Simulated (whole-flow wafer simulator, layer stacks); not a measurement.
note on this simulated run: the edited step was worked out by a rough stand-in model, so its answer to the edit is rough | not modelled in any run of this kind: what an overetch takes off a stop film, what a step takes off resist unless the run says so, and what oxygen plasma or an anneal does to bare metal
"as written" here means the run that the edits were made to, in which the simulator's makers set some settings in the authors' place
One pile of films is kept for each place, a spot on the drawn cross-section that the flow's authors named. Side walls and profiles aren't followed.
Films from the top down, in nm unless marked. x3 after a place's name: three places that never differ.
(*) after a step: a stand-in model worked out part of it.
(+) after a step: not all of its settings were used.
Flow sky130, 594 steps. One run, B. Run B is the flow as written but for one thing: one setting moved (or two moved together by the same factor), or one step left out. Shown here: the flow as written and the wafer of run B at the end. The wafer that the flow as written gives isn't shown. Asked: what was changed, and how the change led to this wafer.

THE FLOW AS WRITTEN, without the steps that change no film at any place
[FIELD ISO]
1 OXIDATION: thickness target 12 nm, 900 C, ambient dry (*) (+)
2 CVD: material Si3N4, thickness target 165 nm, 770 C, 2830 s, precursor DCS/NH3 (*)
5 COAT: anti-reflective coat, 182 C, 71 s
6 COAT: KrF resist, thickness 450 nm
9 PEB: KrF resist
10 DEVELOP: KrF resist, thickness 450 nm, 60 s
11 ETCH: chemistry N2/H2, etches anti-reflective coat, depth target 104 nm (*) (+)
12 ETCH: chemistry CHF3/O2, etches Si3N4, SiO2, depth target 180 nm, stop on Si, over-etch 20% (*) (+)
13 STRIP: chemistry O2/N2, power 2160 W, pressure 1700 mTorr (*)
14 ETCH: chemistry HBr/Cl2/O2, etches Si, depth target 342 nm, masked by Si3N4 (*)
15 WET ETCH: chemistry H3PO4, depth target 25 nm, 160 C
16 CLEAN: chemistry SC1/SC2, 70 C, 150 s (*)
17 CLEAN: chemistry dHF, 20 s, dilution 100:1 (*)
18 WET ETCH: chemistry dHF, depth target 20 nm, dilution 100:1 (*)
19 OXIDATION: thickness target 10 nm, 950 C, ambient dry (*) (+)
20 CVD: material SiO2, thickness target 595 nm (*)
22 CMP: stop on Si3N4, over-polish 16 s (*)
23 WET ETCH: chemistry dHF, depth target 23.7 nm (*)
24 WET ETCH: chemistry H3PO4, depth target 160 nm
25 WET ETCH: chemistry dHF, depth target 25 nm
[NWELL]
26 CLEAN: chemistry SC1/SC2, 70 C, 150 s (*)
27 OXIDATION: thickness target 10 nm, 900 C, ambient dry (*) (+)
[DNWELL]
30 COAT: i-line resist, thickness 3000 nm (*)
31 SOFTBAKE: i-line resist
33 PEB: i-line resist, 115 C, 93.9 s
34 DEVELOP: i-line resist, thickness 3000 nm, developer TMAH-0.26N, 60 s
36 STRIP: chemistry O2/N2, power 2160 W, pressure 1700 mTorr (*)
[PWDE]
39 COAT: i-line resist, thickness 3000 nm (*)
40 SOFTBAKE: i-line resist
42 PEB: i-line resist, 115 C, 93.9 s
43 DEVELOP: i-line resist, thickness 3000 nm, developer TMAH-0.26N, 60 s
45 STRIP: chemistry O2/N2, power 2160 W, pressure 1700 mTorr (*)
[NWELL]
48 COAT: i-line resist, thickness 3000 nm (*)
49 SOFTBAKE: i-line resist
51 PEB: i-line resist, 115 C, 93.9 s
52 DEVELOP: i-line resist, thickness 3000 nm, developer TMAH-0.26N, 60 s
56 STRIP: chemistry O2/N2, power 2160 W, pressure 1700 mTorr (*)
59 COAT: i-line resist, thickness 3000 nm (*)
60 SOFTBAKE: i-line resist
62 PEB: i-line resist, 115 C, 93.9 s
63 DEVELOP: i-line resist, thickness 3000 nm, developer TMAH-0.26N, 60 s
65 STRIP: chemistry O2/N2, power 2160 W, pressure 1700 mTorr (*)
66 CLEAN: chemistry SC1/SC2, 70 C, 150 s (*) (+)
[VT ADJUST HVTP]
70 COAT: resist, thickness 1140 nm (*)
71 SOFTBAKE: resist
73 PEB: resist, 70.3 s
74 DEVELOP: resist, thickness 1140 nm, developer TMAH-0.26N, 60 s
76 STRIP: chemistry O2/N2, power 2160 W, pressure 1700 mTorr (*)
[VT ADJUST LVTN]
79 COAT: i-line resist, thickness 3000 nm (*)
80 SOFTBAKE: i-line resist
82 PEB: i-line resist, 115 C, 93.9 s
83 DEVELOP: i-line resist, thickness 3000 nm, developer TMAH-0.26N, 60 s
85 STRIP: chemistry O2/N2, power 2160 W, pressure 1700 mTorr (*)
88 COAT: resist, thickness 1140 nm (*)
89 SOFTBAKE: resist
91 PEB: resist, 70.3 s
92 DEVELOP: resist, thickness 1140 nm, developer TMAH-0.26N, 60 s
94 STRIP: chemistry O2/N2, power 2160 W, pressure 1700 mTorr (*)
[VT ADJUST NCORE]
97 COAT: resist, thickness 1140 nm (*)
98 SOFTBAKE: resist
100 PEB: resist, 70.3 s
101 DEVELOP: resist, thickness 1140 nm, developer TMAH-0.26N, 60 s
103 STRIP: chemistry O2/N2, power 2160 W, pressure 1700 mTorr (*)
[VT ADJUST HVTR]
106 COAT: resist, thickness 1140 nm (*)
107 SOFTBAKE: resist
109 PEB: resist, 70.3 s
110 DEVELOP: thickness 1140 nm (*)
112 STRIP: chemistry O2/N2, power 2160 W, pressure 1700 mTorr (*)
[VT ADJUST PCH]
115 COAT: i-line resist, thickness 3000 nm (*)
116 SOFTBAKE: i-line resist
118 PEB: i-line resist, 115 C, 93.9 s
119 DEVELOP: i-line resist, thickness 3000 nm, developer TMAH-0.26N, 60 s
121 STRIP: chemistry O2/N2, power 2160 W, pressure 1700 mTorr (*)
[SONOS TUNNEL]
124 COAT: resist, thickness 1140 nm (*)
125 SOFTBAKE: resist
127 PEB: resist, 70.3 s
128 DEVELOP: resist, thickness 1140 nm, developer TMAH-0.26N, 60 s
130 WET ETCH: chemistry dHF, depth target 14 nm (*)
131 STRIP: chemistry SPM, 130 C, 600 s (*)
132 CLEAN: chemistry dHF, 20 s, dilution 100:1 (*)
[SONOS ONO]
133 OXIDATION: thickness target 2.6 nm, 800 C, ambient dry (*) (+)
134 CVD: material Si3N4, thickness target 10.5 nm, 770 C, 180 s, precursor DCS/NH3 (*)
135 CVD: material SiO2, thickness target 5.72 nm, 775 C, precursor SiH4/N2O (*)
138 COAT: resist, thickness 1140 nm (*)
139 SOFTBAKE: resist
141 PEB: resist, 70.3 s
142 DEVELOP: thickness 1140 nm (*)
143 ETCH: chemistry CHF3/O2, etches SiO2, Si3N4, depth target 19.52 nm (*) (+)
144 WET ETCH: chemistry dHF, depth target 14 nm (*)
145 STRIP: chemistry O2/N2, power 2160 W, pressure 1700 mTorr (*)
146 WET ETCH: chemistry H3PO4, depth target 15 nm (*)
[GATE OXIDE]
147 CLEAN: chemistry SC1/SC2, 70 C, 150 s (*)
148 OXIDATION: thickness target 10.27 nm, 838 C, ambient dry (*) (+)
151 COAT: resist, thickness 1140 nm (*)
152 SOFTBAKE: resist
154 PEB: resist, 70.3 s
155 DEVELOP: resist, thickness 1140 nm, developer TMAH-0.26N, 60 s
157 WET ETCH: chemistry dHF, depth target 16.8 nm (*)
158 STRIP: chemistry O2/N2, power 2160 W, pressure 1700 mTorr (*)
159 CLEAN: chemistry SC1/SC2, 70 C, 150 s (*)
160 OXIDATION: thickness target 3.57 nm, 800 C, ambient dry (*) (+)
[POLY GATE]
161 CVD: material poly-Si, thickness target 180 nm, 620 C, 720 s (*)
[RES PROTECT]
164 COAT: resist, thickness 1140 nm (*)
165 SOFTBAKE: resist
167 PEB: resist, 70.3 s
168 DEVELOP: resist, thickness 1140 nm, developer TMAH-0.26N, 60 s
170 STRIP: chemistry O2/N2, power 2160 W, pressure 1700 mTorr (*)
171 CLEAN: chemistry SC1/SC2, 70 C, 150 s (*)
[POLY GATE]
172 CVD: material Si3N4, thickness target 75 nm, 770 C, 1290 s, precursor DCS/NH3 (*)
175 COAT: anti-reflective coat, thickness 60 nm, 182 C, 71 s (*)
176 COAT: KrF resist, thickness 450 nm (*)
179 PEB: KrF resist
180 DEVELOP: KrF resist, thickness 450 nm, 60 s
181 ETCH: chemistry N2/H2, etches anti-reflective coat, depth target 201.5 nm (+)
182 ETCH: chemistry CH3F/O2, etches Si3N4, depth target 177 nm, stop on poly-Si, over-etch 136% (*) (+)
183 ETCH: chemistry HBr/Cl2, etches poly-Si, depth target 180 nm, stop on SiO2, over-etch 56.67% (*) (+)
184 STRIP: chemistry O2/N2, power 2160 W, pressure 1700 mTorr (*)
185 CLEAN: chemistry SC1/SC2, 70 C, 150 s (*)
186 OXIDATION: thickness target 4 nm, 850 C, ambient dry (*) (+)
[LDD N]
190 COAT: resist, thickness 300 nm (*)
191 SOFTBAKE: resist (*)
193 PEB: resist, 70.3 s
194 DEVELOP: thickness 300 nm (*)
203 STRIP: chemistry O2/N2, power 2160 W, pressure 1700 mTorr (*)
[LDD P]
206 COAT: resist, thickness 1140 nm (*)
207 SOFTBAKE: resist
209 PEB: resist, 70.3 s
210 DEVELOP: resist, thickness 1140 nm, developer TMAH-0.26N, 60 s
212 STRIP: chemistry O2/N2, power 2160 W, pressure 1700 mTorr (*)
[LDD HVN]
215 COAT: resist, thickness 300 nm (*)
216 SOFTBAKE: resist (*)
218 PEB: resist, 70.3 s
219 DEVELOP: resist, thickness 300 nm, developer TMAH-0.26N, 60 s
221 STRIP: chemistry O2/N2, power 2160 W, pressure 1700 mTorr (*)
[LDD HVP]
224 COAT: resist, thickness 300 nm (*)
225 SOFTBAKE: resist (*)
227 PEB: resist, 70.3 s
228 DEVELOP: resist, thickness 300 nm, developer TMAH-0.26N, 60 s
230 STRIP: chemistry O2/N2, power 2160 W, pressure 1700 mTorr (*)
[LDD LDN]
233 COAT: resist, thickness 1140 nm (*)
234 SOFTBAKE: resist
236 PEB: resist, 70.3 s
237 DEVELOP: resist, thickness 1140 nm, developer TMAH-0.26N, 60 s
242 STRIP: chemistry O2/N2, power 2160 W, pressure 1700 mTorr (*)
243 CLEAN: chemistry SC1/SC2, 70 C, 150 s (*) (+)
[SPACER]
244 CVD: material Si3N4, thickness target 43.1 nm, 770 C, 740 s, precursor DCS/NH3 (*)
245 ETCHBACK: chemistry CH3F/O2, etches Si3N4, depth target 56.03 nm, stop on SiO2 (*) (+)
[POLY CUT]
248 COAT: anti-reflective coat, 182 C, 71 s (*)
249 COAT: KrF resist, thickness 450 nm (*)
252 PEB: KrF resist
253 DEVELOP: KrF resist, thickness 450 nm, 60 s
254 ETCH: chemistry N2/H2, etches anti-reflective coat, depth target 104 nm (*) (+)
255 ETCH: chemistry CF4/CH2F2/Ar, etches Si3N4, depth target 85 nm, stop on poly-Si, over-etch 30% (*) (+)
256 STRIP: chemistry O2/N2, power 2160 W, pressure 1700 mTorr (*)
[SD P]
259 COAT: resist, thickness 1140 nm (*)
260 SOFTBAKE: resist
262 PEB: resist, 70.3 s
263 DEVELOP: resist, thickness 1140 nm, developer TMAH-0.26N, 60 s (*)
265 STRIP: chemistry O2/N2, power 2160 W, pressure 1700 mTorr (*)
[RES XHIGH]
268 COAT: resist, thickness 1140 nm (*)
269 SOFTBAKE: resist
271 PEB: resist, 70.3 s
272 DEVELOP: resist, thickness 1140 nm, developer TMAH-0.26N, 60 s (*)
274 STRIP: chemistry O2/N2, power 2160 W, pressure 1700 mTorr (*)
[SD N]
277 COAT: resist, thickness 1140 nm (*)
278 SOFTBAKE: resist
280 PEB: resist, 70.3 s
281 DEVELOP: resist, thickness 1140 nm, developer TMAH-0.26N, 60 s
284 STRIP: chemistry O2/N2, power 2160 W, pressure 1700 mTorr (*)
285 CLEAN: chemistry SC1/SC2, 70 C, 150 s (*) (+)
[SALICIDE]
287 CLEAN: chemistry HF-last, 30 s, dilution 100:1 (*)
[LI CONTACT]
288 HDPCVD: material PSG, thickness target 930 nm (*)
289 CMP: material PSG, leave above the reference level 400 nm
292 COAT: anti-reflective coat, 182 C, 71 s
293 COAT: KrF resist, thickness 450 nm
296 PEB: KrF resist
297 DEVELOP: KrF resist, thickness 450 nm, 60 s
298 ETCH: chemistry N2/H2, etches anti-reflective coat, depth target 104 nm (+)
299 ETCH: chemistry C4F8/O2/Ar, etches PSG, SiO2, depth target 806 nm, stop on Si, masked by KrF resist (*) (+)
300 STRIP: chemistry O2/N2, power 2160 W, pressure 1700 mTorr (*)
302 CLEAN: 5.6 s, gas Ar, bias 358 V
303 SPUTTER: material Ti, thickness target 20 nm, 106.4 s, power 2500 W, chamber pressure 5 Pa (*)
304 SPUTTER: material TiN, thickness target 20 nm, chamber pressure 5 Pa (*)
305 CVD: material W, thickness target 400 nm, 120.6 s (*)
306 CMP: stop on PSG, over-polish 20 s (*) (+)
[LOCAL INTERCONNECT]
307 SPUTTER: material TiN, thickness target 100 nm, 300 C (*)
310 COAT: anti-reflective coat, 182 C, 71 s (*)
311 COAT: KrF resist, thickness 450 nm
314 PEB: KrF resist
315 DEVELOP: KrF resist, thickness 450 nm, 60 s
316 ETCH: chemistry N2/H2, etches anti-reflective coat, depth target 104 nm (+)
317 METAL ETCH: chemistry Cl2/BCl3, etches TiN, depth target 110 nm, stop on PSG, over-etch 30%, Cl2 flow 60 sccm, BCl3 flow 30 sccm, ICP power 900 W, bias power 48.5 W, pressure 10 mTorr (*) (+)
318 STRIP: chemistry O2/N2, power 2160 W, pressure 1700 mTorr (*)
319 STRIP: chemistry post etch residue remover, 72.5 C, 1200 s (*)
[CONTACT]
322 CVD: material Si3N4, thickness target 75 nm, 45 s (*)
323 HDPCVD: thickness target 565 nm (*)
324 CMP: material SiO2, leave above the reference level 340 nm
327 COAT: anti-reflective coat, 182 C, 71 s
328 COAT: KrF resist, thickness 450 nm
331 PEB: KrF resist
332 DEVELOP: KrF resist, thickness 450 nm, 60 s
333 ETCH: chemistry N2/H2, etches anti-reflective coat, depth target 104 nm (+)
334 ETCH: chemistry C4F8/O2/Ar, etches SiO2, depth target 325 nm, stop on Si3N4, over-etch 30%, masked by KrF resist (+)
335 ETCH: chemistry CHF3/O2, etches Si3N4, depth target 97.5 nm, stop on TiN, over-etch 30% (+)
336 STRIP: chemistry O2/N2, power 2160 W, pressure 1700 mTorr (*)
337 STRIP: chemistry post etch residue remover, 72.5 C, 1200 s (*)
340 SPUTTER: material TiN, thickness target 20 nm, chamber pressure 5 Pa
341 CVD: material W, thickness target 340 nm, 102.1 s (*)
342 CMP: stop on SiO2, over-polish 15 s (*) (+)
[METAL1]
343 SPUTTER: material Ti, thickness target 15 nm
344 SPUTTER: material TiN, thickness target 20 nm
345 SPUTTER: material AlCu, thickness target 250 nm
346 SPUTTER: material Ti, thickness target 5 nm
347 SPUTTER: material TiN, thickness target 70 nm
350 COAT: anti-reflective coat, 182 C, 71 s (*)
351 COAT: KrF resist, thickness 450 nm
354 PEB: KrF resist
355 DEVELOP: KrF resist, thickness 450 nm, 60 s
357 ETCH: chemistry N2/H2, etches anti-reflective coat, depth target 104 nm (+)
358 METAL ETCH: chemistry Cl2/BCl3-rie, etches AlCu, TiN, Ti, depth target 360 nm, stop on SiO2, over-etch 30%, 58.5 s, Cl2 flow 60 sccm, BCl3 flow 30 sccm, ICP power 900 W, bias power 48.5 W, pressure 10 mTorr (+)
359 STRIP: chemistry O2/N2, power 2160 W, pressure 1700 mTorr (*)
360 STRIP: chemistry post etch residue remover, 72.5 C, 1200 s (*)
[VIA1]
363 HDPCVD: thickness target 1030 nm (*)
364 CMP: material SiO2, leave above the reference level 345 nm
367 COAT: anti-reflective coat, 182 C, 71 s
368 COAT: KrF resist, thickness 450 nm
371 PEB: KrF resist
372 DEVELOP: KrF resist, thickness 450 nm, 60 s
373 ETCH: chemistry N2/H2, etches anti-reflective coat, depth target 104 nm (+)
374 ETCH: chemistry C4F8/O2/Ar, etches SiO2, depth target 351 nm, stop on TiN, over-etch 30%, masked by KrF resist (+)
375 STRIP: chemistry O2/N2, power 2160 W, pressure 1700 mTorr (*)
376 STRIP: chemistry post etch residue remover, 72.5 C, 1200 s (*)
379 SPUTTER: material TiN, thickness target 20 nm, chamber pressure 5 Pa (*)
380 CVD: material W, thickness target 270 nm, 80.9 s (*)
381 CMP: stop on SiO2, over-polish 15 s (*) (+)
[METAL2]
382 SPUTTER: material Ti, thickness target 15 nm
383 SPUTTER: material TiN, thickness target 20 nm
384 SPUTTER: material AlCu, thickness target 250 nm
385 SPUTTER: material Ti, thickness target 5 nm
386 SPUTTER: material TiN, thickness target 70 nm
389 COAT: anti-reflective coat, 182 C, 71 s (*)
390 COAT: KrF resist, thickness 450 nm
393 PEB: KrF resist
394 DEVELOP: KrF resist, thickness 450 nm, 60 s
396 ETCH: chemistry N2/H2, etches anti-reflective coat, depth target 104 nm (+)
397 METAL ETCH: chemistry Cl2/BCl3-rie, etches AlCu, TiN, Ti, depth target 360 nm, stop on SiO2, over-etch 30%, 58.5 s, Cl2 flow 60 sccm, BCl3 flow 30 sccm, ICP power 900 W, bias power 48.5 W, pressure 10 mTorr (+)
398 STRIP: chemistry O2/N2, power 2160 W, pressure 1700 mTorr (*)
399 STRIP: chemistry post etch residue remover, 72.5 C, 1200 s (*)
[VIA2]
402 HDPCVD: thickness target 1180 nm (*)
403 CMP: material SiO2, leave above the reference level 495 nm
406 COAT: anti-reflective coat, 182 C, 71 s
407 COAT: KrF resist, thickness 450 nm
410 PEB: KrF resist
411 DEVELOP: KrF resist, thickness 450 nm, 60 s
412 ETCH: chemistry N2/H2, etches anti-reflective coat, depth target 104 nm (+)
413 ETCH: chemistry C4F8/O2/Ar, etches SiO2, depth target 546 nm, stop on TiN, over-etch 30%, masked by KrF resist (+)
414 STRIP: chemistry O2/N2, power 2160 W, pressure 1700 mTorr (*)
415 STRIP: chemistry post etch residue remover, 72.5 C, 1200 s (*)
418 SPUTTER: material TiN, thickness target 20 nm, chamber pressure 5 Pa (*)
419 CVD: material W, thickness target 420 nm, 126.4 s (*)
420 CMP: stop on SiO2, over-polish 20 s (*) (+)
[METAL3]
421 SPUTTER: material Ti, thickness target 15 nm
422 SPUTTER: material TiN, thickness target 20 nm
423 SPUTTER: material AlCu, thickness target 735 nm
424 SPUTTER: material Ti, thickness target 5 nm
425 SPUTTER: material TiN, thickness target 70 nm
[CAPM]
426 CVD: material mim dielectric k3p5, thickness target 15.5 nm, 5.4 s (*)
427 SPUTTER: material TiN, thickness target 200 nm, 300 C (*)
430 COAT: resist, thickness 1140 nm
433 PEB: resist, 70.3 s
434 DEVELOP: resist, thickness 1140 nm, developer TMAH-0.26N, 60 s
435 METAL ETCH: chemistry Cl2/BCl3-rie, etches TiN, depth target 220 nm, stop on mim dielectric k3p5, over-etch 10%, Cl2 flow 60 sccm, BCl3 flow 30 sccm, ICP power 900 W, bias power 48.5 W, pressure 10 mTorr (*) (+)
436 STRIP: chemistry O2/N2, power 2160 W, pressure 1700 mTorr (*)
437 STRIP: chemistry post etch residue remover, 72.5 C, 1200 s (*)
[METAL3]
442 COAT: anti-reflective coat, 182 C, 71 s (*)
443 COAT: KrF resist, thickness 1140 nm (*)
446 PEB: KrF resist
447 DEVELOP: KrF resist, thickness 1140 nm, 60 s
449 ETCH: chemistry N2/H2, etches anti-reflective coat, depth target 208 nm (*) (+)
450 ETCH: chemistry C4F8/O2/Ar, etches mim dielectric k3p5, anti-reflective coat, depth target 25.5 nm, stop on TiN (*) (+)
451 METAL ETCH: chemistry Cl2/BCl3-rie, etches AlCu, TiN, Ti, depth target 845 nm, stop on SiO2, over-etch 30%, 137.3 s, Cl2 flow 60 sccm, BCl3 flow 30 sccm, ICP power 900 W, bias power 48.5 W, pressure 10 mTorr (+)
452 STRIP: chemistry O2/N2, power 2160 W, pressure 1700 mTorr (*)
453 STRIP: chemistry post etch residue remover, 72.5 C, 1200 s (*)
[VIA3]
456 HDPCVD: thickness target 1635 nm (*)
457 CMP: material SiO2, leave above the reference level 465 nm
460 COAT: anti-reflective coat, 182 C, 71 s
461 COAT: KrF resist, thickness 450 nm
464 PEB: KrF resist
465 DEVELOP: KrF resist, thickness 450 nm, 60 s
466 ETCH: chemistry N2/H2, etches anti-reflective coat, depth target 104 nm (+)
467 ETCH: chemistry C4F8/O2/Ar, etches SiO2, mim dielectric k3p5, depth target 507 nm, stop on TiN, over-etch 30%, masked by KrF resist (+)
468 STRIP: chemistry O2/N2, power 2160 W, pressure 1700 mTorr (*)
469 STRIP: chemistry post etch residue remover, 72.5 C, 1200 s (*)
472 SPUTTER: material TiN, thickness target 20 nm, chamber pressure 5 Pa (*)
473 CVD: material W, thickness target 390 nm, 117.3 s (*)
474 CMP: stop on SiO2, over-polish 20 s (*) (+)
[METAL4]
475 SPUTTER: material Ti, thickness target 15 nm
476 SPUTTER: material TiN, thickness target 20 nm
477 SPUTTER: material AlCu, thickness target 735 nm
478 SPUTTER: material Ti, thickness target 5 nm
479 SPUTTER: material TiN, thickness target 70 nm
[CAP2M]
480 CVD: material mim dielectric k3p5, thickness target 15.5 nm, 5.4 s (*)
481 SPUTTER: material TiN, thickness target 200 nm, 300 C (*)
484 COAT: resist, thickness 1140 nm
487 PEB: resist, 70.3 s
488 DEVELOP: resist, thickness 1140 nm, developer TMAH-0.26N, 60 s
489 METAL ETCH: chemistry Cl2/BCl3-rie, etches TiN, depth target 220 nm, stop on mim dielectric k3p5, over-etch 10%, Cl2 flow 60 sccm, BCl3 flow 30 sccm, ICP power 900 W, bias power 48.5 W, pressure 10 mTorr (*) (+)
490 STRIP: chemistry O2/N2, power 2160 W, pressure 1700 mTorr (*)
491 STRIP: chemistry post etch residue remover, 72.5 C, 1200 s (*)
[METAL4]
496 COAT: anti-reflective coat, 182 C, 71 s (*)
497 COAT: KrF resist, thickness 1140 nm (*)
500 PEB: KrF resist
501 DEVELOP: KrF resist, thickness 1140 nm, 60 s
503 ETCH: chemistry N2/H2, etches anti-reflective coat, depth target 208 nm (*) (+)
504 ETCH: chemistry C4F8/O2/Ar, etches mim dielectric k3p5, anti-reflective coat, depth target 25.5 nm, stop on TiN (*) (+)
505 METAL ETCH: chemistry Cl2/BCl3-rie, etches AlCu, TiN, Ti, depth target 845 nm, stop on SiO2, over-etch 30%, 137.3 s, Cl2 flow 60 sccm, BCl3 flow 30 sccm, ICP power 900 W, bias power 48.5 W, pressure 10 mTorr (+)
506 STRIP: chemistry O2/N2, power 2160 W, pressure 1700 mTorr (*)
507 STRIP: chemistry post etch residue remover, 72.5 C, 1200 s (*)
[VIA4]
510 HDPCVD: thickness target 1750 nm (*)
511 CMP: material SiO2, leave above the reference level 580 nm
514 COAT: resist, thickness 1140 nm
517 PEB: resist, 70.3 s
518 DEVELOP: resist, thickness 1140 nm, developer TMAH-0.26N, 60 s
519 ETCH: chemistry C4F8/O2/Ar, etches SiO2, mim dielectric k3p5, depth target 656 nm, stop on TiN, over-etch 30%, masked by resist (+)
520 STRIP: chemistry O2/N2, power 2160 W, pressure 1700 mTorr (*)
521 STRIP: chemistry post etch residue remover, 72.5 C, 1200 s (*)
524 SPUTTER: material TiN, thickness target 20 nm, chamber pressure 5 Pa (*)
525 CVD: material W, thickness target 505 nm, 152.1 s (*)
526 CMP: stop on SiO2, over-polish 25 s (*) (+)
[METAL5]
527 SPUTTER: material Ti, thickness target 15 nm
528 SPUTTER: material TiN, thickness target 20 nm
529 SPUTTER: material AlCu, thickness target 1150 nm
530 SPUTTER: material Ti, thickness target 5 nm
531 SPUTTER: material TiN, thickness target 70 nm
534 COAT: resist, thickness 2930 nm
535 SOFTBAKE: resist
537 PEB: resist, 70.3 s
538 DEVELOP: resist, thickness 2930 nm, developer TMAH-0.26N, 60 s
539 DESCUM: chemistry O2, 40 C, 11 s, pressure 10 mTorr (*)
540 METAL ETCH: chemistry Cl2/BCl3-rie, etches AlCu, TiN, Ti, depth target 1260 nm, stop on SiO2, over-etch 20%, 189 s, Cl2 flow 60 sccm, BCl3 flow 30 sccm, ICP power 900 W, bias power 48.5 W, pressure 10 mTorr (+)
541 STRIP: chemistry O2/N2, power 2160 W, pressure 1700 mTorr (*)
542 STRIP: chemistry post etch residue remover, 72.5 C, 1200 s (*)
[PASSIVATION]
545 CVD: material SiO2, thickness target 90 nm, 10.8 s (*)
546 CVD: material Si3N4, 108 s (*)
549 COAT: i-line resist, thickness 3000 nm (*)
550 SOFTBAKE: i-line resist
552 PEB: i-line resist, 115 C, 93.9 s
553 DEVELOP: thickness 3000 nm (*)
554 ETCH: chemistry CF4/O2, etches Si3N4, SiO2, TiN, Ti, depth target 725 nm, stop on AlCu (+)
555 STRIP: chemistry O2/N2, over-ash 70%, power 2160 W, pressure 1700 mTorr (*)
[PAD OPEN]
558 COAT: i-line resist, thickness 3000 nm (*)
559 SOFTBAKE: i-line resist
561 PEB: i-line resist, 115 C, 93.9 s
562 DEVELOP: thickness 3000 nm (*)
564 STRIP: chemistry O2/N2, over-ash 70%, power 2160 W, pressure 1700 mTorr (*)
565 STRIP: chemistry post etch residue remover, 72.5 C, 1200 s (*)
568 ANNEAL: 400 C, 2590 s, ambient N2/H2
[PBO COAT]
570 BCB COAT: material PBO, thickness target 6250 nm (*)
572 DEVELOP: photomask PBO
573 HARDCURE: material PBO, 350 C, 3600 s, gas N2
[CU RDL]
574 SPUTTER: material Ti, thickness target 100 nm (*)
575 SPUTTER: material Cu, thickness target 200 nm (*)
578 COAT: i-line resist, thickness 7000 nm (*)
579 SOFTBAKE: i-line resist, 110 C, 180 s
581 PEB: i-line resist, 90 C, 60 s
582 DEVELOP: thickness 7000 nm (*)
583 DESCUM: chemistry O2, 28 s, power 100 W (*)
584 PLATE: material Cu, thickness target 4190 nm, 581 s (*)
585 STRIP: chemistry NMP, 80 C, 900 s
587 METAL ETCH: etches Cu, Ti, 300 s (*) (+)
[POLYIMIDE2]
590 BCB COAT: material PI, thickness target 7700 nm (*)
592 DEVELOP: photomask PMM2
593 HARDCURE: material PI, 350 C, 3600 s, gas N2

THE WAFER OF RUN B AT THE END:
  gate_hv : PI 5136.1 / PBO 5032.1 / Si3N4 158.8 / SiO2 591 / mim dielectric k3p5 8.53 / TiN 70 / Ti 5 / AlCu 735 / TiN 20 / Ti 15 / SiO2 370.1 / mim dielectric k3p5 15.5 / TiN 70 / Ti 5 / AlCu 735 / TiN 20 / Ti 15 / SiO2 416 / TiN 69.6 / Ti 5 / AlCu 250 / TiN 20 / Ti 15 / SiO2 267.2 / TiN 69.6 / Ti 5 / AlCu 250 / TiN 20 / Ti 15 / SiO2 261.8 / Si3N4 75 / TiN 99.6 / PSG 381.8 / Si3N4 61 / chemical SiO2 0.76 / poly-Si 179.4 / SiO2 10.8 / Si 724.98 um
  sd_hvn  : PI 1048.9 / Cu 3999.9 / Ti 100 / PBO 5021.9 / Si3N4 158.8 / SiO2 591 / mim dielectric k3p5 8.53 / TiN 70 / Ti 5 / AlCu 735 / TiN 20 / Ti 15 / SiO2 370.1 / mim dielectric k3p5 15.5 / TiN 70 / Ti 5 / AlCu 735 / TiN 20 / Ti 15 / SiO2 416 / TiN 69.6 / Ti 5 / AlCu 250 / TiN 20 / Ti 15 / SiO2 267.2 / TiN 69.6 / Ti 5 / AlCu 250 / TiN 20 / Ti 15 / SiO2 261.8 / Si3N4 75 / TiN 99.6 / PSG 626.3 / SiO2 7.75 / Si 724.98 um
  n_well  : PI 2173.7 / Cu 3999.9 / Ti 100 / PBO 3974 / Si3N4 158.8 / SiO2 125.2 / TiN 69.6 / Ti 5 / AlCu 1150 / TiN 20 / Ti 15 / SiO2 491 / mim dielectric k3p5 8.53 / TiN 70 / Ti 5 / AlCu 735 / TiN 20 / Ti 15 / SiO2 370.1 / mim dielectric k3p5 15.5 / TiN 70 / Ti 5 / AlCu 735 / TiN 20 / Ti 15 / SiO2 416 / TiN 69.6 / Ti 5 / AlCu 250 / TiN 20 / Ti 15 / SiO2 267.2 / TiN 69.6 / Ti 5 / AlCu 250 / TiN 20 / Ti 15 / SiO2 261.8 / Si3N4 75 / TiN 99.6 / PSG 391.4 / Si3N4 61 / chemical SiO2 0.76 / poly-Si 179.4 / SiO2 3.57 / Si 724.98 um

The cause: step 480, CVD: thickness target 8.53 nm was run, where the flow has thickness target 15.5 nm; step 480, CVD: 2.97 s was run, where the flow has 5.4 s.
It can be read off the wafer: gate_hv has mim dielectric k3p5 8.53, and step 480 as written asks for 15.5 nm.

How the change led to this, step by step:
  480 CVD: material mim dielectric k3p5, thickness target 15.5 nm, 5.4 s (*)
      field, active, n_well and 189 more: mim dielectric k3p5 +8.53 (new film) (as written it would be: mim dielectric k3p5 +15.5 (new film))
  504 ETCH: chemistry C4F8/O2/Ar, etches mim dielectric k3p5, anti-reflective coat, depth target 25.5 nm, stop on TiN (*) (+)
      n_well, p_well, gate_hv and 102 more: KrF resist -8.53 (as written it would be: KrF resist -15.5)
      field, active, gate and 85 more: mim dielectric k3p5 -8.53 (all of it) (as written it would be: mim dielectric k3p5 -15.5 (all of it))
  519 ETCH: chemistry C4F8/O2/Ar, etches SiO2, mim dielectric k3p5, depth target 656 nm, stop on TiN, over-etch 30%, masked by resist (+)
      m1: SiO2 -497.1 (all of it), mim dielectric k3p5 -8.53 (all of it) (as written it would be: SiO2 -490.1 (all of it), mim dielectric k3p5 -15.5 (all of it))
      via4_hole: SiO2 -496.5 (all of it), mim dielectric k3p5 -8.53 (all of it) (as written it would be: SiO2 -489.5 (all of it), mim dielectric k3p5 -15.5 (all of it))
